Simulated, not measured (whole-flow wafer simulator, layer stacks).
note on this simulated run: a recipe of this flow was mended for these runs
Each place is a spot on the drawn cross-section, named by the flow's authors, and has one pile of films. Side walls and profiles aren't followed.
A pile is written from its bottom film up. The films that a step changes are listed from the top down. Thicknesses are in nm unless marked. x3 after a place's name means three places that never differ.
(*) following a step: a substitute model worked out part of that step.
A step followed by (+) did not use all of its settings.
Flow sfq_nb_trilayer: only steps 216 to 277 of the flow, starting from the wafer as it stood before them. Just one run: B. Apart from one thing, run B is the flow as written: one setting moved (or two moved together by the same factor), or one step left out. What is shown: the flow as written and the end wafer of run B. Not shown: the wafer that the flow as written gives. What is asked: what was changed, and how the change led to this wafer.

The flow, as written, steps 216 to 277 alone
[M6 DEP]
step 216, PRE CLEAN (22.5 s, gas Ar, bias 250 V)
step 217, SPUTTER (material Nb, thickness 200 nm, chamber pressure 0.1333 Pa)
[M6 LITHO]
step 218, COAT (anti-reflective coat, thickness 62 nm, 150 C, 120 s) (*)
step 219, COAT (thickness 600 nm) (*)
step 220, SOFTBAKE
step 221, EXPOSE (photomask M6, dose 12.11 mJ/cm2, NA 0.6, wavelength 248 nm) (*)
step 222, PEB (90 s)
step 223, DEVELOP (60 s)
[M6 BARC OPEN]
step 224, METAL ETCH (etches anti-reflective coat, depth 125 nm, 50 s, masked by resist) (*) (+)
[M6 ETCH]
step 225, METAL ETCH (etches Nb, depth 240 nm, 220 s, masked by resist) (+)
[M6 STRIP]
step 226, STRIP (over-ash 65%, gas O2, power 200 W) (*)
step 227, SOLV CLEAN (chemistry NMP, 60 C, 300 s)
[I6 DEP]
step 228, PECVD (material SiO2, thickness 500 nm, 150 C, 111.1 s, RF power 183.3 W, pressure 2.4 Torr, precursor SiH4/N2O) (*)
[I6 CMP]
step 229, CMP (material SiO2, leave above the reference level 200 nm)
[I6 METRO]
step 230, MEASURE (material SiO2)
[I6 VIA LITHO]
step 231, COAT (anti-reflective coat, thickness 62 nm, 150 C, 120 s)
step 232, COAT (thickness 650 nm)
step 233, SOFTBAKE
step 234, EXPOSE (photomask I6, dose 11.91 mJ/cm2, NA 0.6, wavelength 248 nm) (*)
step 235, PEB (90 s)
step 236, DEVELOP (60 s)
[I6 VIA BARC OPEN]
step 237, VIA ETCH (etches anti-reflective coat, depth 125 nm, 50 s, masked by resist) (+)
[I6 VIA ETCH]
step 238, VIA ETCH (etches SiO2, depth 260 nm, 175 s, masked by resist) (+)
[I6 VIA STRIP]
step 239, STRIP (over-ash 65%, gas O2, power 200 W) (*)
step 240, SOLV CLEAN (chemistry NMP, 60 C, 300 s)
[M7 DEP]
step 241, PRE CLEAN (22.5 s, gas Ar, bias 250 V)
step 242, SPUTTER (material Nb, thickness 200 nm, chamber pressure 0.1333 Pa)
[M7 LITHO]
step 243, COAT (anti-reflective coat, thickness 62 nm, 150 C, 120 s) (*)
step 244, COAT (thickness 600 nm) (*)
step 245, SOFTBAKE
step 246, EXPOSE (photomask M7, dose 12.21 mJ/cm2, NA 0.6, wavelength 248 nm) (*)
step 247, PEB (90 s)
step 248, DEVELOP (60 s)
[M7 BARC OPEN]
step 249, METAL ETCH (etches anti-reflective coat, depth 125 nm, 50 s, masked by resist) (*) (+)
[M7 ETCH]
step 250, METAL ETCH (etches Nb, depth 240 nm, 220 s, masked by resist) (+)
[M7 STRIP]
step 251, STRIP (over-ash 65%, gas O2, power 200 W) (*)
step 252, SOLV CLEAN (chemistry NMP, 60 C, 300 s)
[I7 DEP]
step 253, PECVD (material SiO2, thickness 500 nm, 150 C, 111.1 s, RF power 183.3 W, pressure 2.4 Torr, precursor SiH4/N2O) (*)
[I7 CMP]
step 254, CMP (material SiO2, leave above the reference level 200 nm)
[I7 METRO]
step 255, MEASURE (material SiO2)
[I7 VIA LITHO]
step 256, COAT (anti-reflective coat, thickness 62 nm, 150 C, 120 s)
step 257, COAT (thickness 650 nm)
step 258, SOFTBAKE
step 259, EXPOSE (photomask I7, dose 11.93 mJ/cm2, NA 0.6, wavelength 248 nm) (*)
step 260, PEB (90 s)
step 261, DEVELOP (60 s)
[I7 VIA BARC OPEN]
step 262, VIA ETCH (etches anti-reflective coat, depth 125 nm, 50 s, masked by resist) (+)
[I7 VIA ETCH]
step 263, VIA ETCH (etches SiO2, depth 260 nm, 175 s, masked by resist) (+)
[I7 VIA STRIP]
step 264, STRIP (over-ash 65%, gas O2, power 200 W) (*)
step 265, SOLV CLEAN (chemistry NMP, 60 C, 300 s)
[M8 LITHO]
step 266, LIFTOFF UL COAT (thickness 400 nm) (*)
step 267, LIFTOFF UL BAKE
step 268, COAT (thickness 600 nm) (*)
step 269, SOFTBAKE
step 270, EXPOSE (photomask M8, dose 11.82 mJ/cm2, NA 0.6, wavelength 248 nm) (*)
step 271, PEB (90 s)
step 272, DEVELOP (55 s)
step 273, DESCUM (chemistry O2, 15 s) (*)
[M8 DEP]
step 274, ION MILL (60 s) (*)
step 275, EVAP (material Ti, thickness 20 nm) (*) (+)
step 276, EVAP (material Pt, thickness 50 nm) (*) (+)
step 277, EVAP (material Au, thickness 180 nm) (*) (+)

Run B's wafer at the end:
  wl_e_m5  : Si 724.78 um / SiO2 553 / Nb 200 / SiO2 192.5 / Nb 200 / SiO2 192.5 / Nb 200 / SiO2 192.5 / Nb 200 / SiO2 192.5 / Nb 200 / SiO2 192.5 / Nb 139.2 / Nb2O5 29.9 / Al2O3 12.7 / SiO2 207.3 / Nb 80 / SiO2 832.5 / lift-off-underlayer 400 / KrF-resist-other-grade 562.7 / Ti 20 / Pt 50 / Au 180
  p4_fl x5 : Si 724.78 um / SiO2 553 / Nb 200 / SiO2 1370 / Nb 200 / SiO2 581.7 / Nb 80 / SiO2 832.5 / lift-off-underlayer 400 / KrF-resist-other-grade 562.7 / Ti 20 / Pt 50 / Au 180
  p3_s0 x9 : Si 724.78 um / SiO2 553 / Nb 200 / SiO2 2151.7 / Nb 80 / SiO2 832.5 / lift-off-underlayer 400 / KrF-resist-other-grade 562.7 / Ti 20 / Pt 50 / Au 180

The reason: step 217, SPUTTER: thickness 320 nm was run, while the flow as written has thickness 200 nm.

How this came from the change, step by step:
  step 217, SPUTTER (material Nb, thickness 200 nm, chamber pressure 0.1333 Pa)
      field_l, v_sur, via_wl and 100 more: Nb gains 320 (new film) (it would be, as written: Nb gains 200 (new film))
      be: Nb gains 230.9 (it would be, as written: Nb gains 145.8)
      (also at 2 further places)
  step 218, COAT (anti-reflective coat, thickness 62 nm, 150 C, 120 s) (*)
      r5r_line_l, r5r_line_c, r5r_line_r: anti-reflective coat gains 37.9 (new film) (it would be, as written: anti-reflective coat gains 37.1 (new film))
      wire: anti-reflective coat gains 35.4 (new film) (it would be, as written: anti-reflective coat gains 33.4 (new film))
      (also at 7 further places)
  step 219, COAT (thickness 600 nm) (*)
      be: KrF-resist-other-grade gains 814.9 (new film) (it would be, as written: KrF-resist-other-grade gains 795.2 (new film))
  step 224, METAL ETCH (etches anti-reflective coat, depth 125 nm, 50 s, masked by resist) (*) (+)
      r5r_line_l, r5r_line_c, r5r_line_r: anti-reflective coat loses 37.9 (all of it) (it would be, as written: anti-reflective coat loses 37.1 (all of it))
  step 225, METAL ETCH (etches Nb, depth 240 nm, 220 s, masked by resist) (+)
      field_l, gap, moat and 76 more: Nb loses 240 (it would be, as written: Nb loses 200 (all of it), SiO2 loses 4)
  step 226, STRIP (over-ash 65%, gas O2, power 200 W) (*)
      wire: KrF-resist-other-grade loses 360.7 (all of it), anti-reflective coat loses 35.4 (all of it) (it would be, as written: KrF-resist-other-grade loses 363.9 (all of it), anti-reflective coat loses 33.4 (all of it))
      be: KrF-resist-other-grade loses 579 (all of it), anti-reflective coat loses 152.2 (all of it) (it would be, as written: KrF-resist-other-grade loses 559.4 (all of it), anti-reflective coat loses 139.6 (all of it))
      (also at 6 further places)
  step 228, PECVD (material SiO2, thickness 500 nm, 150 C, 111.1 s, RF power 183.3 W, pressure 2.4 Torr, precursor SiH4/N2O) (*)
      field_l, p4_fl x5, p4_w1 x9 and 50 more: SiO2 gains 500 (new film) (it would be, as written: SiO2 gains 500)
      moat, field_r, lsp_l, ln_m5, lsp_m: SiO2 gains 492.3 (new film) (it would be, as written: SiO2 gains 493.5)
      (also at 10 further places)
  step 229, CMP (material SiO2, leave above the reference level 200 nm)
      field_l, p4_fl x5, p4_w1 x9 and 47 more: SiO2 loses 60 (it would be, as written: SiO2 loses 96)
      moat, field_r, lsp_l, ln_m5, lsp_m: SiO2 loses 52.3 (it would be, as written: SiO2 loses 89.5)
      (also at 9 further places)
Taking metal films that touch as one body, wl_e_m5 has 8 bodies (between them, from the top down: KrF-resist-other-grade 562.7 / lift-off-underlayer 400 / SiO2 832.5; SiO2 207.3 / Al2O3 12.7 / Nb2O5 29.9; SiO2 192.5; SiO2 192.5; SiO2 192.5; SiO2 192.5; SiO2 192.5); the flow as written gives 7 bodies (between them, from the top down: KrF-resist-other-grade 562.7 / lift-off-underlayer 400 / SiO2 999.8 / Al2O3 12.7 / Nb2O5 29.9; SiO2 192.5; SiO2 192.5; SiO2 192.5; SiO2 192.5; SiO2 192.5).
Taking metal films that touch as one body, p4_fl x5 has 4 bodies (between them, from the top down: KrF-resist-other-grade 562.7 / lift-off-underlayer 400 / SiO2 832.5; SiO2 581.7; SiO2 1370); the flow as written gives 3 bodies (between them, from the top down: KrF-resist-other-grade 562.7 / lift-off-underlayer 400 / SiO2 1374.2; SiO2 1370).
Taking metal films that touch as one body, p3_s0 x9 has 3 bodies (between them, from the top down: KrF-resist-other-grade 562.7 / lift-off-underlayer 400 / SiO2 832.5; SiO2 2151.7); the flow as written gives 2 bodies (between them, from the top down: KrF-resist-other-grade 562.7 / lift-off-underlayer 400 / SiO2 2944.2).
